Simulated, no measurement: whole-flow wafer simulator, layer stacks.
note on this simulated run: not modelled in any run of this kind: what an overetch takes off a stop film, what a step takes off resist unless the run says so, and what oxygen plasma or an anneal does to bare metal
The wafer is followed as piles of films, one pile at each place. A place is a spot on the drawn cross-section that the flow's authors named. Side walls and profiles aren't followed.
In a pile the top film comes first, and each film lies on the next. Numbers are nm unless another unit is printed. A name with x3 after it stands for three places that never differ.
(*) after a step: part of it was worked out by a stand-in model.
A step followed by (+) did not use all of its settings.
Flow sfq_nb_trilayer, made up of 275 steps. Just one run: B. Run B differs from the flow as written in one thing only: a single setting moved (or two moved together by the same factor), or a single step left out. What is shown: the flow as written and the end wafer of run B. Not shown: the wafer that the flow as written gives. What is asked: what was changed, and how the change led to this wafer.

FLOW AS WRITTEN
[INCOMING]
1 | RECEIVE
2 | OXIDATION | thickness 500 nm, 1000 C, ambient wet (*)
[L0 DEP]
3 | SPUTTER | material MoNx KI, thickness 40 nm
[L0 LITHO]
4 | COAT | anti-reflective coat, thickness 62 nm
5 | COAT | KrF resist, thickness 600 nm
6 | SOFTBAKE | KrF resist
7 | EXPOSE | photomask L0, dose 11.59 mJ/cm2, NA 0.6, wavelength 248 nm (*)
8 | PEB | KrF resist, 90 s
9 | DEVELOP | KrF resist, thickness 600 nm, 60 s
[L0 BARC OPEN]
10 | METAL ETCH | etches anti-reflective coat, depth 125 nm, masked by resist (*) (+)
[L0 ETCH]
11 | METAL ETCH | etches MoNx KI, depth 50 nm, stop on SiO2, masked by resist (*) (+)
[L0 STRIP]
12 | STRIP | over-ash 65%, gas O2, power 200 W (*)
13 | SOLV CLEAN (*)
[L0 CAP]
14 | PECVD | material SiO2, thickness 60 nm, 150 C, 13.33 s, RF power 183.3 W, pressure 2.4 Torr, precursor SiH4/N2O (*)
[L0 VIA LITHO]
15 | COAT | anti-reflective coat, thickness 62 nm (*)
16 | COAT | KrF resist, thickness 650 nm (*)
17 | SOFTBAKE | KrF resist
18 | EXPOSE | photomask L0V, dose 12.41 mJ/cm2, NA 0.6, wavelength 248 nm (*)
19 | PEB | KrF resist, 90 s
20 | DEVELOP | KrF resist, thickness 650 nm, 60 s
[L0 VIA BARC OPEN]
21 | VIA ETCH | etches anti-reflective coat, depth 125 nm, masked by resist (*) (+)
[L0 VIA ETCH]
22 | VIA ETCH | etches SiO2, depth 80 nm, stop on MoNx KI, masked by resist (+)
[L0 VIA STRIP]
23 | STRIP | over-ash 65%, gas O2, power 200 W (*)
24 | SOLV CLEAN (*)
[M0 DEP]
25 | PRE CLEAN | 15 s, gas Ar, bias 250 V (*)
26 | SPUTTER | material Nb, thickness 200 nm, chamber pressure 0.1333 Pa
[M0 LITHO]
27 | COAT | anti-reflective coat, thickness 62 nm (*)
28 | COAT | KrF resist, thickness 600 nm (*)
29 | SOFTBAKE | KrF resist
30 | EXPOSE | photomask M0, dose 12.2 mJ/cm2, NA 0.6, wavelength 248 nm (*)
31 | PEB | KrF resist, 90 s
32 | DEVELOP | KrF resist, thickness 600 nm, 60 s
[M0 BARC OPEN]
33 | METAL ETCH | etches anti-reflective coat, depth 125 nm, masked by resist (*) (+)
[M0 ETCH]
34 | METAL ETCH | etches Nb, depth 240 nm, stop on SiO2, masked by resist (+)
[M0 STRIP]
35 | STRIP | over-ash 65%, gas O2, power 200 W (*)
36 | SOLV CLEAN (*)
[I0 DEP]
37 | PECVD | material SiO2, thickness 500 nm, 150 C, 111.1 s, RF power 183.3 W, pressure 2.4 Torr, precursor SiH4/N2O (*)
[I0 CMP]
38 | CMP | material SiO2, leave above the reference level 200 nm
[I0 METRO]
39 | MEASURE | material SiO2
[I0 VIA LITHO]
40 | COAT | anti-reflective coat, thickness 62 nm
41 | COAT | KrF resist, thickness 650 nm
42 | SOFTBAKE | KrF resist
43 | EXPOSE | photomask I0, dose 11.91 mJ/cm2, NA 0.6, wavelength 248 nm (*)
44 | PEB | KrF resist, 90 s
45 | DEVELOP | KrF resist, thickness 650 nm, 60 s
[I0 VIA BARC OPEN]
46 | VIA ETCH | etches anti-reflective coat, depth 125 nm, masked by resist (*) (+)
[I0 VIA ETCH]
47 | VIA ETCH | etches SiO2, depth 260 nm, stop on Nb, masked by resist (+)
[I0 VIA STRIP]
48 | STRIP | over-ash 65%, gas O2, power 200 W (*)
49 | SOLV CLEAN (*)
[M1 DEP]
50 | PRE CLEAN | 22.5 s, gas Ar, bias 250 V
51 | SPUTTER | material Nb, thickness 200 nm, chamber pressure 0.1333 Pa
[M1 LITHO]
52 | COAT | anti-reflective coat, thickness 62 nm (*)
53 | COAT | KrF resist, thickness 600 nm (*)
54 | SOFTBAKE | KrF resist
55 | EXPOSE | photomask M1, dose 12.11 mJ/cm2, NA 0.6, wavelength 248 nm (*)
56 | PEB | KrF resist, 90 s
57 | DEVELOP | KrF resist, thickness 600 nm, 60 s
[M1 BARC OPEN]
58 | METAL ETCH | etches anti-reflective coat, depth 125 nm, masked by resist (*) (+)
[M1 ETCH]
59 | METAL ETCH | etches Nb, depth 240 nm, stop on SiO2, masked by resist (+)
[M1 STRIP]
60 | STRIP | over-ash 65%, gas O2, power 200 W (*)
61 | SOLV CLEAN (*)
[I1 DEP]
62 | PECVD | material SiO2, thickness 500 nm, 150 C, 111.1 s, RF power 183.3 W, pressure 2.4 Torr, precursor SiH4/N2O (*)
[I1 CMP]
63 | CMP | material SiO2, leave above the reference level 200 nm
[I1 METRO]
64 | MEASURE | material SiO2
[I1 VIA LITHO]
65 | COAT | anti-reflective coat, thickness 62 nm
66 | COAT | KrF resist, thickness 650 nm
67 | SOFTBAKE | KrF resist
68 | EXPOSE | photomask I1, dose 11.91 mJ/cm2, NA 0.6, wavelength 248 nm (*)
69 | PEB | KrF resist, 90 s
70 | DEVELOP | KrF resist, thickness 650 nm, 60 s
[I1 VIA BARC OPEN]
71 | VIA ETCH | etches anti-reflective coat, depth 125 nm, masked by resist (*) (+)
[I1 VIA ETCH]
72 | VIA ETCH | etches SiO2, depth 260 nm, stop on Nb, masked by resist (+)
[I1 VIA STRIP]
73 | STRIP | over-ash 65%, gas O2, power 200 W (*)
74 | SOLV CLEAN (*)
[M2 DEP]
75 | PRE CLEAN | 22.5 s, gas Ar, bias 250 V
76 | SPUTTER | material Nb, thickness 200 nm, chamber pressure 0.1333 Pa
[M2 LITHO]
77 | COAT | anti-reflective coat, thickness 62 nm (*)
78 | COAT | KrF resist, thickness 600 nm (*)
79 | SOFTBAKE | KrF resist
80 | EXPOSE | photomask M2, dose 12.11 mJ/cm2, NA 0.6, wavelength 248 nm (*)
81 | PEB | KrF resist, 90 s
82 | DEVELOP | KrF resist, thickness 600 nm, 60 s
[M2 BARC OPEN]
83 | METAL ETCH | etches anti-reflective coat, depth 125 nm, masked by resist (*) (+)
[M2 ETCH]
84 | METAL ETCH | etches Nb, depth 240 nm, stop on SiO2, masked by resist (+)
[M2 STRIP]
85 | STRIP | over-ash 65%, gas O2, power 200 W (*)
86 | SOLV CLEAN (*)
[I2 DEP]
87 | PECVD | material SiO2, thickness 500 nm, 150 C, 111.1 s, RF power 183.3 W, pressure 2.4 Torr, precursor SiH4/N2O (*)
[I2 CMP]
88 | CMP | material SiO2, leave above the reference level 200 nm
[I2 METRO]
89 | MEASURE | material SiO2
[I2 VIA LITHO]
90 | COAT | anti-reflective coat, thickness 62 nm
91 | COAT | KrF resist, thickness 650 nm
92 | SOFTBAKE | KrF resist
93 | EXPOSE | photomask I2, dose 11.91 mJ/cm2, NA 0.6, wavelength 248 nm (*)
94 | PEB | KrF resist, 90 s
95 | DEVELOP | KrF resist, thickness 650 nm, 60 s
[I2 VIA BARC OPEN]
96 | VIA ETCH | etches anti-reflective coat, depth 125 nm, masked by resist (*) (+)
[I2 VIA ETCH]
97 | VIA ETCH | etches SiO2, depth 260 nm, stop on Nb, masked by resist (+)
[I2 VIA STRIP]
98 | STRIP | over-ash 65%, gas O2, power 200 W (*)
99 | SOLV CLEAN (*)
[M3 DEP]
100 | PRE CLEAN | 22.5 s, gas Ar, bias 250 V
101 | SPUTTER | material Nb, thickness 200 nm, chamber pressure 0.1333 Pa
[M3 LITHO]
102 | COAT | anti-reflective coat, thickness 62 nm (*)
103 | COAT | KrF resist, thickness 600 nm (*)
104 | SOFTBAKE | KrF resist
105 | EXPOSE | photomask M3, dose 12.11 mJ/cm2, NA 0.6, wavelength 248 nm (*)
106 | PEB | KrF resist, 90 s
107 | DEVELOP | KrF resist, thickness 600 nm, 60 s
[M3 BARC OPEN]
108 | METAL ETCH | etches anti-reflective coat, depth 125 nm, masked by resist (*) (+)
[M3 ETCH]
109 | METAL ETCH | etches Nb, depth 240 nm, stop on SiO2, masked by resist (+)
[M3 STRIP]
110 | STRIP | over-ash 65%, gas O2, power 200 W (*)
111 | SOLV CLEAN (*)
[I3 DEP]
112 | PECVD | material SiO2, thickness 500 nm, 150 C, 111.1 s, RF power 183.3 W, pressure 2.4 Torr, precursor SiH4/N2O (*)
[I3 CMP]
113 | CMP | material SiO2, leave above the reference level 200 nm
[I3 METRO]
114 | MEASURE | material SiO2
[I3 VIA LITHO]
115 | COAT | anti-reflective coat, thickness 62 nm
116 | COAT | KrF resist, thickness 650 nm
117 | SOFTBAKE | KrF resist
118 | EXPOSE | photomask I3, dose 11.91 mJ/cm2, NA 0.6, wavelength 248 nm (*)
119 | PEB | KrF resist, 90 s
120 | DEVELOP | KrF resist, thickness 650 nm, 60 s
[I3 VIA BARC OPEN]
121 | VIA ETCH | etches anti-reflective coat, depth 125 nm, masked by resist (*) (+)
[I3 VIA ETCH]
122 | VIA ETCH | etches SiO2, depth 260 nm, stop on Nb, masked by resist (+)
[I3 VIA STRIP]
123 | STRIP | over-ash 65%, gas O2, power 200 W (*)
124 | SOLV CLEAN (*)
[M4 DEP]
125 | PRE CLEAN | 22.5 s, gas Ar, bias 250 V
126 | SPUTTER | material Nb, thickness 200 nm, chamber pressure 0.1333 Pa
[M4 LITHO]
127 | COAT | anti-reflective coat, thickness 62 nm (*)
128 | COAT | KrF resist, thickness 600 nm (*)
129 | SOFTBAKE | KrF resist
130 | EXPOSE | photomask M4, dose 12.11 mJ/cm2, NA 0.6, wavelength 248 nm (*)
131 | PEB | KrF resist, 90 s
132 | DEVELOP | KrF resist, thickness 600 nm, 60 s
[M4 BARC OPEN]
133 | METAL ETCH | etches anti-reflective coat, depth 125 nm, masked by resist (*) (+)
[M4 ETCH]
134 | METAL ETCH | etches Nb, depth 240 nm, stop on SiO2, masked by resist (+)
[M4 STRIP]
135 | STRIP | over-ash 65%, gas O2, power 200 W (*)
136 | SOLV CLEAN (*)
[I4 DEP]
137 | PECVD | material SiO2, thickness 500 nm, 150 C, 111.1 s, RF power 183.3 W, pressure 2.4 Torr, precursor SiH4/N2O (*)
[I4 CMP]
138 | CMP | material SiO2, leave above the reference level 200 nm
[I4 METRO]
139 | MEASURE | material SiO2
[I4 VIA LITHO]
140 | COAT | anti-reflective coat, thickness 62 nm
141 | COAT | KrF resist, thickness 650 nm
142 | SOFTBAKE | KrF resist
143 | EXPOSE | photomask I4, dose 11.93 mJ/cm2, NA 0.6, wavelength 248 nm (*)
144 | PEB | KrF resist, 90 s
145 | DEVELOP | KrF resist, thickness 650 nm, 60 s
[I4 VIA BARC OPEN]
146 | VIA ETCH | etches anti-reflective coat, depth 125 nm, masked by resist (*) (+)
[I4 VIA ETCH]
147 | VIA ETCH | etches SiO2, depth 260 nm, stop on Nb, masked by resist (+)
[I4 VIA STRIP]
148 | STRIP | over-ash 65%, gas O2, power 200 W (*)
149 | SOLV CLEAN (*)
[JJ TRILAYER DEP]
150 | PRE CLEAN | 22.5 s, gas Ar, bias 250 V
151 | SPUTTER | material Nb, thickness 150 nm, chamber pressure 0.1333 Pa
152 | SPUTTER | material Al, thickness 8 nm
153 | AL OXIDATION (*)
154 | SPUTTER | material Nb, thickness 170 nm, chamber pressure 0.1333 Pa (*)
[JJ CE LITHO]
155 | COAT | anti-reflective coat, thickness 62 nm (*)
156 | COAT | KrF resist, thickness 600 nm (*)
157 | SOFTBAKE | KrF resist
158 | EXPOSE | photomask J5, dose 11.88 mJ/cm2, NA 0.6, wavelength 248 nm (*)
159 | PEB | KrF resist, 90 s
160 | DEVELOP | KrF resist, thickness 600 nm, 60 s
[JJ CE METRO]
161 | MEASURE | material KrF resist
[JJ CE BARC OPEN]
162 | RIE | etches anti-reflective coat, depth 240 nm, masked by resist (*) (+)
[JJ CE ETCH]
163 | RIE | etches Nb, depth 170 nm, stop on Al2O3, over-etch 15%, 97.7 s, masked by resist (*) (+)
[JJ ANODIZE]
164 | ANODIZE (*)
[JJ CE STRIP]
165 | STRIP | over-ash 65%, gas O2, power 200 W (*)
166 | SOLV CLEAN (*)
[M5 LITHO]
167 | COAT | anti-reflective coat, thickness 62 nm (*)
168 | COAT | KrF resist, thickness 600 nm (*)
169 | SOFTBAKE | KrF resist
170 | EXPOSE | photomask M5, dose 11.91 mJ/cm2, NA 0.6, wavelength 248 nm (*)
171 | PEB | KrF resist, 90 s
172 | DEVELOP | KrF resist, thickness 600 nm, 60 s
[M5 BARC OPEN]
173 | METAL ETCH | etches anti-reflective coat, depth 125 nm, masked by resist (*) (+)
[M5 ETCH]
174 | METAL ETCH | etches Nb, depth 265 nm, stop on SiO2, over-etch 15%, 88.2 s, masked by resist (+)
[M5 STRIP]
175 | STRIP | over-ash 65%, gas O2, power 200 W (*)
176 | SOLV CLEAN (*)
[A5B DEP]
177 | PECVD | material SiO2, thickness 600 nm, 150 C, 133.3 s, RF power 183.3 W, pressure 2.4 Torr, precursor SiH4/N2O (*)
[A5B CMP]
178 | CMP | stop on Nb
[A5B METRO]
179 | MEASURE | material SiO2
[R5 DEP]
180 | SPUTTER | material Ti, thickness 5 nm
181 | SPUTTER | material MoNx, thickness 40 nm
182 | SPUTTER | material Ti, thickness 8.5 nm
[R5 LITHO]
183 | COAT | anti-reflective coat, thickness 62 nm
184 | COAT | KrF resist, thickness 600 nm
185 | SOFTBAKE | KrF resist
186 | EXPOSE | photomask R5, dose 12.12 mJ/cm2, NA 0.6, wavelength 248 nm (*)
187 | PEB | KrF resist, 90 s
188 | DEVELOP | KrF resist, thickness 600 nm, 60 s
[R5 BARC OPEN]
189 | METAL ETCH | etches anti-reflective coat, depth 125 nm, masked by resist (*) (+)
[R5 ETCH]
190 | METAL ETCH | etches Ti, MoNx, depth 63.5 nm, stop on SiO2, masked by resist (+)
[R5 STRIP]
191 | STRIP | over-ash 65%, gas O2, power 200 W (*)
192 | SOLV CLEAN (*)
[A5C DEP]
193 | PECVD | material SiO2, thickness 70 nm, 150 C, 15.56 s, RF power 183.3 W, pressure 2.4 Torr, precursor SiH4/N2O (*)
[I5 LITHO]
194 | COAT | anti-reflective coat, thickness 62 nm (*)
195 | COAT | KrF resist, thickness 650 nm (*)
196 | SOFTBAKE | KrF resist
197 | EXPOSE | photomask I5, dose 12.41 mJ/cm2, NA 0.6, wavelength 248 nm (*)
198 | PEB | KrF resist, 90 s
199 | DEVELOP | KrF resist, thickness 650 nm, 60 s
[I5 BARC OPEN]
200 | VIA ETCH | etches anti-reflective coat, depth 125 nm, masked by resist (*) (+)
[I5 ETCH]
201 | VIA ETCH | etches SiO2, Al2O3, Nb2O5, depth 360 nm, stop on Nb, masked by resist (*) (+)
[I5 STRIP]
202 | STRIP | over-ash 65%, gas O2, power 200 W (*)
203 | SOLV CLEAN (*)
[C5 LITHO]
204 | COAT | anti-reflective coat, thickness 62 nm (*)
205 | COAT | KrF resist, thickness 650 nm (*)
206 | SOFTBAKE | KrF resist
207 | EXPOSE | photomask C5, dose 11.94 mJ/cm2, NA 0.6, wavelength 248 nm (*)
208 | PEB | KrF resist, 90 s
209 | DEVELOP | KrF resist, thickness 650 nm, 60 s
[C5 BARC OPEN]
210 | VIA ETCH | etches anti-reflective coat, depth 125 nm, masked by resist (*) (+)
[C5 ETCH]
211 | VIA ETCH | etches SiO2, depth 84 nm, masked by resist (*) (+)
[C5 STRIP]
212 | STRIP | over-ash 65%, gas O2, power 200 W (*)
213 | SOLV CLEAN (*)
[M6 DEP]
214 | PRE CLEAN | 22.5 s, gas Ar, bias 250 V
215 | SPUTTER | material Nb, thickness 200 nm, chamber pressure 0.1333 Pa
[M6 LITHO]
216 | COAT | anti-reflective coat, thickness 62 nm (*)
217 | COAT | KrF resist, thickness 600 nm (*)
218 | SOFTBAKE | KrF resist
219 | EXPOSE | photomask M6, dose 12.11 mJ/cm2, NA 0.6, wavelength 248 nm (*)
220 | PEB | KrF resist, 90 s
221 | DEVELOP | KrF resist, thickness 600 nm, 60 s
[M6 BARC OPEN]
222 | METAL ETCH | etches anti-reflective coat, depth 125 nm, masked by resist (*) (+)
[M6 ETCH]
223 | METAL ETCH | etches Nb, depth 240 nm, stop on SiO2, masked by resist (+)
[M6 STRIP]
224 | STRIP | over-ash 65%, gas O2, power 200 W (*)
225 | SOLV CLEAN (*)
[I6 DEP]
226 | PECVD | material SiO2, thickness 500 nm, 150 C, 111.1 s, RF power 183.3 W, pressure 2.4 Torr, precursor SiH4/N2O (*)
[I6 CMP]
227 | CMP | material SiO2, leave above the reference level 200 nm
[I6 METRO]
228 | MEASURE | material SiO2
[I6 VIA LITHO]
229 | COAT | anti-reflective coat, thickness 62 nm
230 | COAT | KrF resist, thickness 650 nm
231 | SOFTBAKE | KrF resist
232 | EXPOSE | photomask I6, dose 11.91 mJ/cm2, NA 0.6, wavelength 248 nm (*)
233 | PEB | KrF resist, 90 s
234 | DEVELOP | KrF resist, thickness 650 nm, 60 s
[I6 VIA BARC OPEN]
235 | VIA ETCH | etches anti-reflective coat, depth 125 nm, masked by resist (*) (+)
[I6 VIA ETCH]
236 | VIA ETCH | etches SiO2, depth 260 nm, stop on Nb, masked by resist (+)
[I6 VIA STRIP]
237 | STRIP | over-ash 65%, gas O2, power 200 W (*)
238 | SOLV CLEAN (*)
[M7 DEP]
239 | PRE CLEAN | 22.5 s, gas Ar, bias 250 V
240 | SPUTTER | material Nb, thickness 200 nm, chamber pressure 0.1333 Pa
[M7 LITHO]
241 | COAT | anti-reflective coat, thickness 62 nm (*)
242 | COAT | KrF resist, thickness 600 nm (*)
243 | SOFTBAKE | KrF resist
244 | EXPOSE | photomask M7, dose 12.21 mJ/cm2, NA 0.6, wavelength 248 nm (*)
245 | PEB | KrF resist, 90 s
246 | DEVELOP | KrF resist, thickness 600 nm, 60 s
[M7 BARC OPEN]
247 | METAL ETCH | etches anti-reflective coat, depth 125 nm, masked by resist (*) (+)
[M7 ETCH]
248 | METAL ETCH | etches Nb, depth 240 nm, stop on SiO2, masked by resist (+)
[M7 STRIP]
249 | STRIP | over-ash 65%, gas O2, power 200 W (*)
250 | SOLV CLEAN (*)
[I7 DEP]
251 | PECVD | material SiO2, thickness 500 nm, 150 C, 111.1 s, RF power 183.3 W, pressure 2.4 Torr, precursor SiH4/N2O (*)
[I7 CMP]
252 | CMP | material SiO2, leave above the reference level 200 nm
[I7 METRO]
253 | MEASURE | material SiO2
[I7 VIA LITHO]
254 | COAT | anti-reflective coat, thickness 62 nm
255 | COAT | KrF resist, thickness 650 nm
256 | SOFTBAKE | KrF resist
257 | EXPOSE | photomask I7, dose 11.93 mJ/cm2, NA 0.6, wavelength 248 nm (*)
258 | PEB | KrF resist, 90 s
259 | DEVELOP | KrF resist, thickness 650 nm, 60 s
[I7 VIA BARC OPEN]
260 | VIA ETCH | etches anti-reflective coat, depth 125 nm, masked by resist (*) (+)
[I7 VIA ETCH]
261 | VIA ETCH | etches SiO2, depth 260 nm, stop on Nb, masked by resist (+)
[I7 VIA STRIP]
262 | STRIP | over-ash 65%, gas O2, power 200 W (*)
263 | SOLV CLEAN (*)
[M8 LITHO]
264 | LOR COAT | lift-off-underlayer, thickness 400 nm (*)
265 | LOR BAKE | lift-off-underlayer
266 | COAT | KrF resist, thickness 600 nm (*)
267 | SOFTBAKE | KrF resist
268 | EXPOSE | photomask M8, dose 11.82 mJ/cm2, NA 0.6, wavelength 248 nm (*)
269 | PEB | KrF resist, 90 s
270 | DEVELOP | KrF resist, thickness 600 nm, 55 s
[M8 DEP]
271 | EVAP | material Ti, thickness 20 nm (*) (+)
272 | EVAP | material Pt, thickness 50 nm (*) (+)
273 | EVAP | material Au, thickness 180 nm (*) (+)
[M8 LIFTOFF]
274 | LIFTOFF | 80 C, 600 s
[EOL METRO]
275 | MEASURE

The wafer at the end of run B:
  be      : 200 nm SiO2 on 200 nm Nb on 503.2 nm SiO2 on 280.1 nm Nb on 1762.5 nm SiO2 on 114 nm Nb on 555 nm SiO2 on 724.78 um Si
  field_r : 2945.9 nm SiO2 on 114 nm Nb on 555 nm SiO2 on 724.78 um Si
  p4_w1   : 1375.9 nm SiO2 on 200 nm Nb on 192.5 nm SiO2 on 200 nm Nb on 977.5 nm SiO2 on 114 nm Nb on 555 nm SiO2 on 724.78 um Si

What caused this: step 26, SPUTTER: thickness 114 nm was run, though the flow has thickness 200 nm.
One can read it off the wafer: be has Nb 114, and step 26 as written asks for 200 nm.

How this came from the change, step by step:
  26 | SPUTTER | material Nb, thickness 200 nm, chamber pressure 0.1333 Pa
      field_l, via_wl, via_w and 100 more: +114 Nb (new film) (it would be, as written: +200 Nb (new film))
      v_sur: +110 Nb (new film) (it would be, as written: +200 Nb (new film))
      (also at 2 further places)
  27 | COAT | anti-reflective coat, thickness 62 nm (*)
      v_sur: +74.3 anti-reflective coat (new film) (it would be, as written: +72.3 anti-reflective coat (new film))
  34 | METAL ETCH | etches Nb, depth 240 nm, stop on SiO2, masked by resist (+)
      field_l, v_sur, via_wl and 100 more: -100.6 KrF resist (it would be, as written: -141.2 KrF resist)
      moat, m0r_space_l, m0r_space_r: -114 Nb (all of it) (it would be, as written: -200 Nb (all of it))
  35 | STRIP | over-ash 65%, gas O2, power 200 W (*)
      p4_fl, p4_fm, p4_w1 and 68 more: -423 KrF resist (all of it), -62 anti-reflective coat (all of it) (it would be, as written: -382.4 KrF resist (all of it), -62 anti-reflective coat (all of it))
      c5j, ce_r, sp_r, be_r, r_sur, res: -429.5 KrF resist (all of it), -63.6 anti-reflective coat (all of it) (it would be, as written: -389 KrF resist (all of it), -63.6 anti-reflective coat (all of it))
      (also at 26 further places)
  37 | PECVD | material SiO2, thickness 500 nm, 150 C, 111.1 s, RF power 183.3 W, pressure 2.4 Torr, precursor SiH4/N2O (*)
      moat, m0r_space_l, m0r_space_r: +500 SiO2 (it would be, as written: +557.1 SiO2)
  38 | CMP | material SiO2, leave above the reference level 200 nm
      moat, m0r_space_l, m0r_space_r: -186 SiO2 (it would be, as written: -157.1 SiO2)
